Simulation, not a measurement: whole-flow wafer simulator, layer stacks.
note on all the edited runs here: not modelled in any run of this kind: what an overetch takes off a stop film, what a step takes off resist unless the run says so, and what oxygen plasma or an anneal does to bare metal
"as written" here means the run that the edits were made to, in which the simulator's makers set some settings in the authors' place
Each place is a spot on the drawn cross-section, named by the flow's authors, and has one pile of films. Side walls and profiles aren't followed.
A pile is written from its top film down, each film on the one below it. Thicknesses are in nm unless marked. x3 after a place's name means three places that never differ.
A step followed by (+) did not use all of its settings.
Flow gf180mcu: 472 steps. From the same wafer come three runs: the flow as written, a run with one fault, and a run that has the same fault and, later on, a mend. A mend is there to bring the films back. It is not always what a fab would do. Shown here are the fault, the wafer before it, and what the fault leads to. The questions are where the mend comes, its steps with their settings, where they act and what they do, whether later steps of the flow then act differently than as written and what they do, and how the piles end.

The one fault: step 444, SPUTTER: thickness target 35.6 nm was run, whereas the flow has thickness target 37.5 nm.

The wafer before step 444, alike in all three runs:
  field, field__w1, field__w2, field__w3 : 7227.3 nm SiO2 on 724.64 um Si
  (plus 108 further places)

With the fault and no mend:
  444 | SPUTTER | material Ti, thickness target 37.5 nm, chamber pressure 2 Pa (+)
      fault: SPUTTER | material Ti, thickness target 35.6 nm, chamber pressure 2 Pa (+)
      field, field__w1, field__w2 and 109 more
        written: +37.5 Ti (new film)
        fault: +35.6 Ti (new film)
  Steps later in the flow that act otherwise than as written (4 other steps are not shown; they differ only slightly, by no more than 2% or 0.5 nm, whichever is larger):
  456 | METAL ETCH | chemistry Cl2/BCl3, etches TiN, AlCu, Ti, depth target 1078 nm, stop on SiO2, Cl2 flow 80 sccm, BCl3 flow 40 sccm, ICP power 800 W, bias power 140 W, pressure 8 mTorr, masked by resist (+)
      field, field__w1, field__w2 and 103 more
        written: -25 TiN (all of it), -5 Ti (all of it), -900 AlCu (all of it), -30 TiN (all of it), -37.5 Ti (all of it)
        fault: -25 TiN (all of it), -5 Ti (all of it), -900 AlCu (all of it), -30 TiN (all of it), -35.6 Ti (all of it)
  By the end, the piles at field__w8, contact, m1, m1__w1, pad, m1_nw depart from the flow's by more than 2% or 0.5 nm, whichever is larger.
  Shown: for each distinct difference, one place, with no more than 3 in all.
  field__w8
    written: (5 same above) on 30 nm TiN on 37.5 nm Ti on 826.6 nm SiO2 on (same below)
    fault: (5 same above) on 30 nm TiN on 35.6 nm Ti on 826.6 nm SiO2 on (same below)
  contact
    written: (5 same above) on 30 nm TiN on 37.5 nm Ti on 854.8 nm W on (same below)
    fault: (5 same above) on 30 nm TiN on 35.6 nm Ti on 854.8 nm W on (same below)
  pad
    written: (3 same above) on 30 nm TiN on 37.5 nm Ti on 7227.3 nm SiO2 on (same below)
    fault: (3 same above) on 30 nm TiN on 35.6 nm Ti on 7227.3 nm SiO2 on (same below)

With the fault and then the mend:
  The mend stands after step 444.
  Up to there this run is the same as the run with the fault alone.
  444a | SPUTTER | material Ti, thickness target 1.9 nm, chamber pressure 2 Pa (+) (a further turn of the flow's step 444, with different settings)
      field, field__w1, field__w2 and 109 more
        +1.9 Ti
  Every later step of the flow that is run acts as written at every place that is followed.
  By the end, the piles equal the flow's at every place that both follow.
